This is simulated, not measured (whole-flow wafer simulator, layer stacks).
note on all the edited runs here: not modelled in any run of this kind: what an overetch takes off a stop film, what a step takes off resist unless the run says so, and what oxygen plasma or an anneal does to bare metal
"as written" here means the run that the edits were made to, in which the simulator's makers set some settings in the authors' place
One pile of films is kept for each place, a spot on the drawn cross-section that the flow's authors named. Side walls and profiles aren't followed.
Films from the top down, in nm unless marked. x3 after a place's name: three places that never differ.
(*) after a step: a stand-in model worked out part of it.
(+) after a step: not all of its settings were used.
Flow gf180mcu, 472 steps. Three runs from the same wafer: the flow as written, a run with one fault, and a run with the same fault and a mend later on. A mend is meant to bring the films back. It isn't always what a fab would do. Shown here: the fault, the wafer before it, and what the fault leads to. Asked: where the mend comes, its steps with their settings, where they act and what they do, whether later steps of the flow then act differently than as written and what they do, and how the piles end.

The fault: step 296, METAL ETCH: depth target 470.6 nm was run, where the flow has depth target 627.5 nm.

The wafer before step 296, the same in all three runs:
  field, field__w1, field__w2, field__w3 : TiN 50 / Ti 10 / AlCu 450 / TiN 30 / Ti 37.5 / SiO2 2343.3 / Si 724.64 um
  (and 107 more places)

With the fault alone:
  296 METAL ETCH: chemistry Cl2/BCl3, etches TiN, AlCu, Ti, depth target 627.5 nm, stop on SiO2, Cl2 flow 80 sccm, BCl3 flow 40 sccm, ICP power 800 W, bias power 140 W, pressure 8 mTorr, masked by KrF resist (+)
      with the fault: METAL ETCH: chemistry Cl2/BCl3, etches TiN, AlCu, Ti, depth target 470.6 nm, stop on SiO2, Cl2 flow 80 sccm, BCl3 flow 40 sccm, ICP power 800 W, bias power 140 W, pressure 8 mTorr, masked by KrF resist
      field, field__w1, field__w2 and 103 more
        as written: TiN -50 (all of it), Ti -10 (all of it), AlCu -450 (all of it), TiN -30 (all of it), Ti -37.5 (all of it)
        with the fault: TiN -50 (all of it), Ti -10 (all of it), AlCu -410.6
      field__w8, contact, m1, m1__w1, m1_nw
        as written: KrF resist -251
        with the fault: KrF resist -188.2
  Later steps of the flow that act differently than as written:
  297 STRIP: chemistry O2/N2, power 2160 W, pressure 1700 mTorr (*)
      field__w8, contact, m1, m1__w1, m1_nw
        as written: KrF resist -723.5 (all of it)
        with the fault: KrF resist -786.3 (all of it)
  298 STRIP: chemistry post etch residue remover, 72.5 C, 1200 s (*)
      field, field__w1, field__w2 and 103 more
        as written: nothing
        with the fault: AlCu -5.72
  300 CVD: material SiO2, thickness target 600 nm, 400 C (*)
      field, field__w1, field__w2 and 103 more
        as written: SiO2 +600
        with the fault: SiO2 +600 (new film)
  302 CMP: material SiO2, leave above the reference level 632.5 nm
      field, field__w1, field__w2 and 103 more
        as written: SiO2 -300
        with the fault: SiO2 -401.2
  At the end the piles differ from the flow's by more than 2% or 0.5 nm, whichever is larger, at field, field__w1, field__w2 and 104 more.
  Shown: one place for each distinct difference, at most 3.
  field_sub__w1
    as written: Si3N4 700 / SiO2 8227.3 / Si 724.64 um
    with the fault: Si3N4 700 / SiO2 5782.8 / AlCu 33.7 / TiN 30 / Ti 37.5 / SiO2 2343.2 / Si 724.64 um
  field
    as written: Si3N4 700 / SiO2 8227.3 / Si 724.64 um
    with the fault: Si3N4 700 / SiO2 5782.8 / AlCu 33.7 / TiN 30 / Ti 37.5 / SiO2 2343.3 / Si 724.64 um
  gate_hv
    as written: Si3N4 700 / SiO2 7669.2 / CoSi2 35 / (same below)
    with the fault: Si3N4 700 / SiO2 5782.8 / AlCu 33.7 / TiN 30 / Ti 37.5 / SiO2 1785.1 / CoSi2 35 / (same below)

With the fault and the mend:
  The mend comes after step 296.
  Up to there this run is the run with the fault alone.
  296a METAL ETCH: chemistry Cl2/BCl3, etches TiN, AlCu, Ti, depth target 156.9 nm, stop on SiO2, Cl2 flow 80 sccm, BCl3 flow 40 sccm, ICP power 800 W, bias power 140 W, pressure 8 mTorr, masked by KrF resist (+) (the flow's step 296 once more, with other settings)
      field, field__w1, field__w2 and 103 more
        AlCu -39.4 (all of it), TiN -30 (all of it), Ti -37.5 (all of it)
      field__w8, contact, m1, m1__w1, m1_nw
        KrF resist -62.8
  No later step of the flow acts differently than as written at any place that is followed.
  At the end the piles are the same as the flow's at every place that both follow.
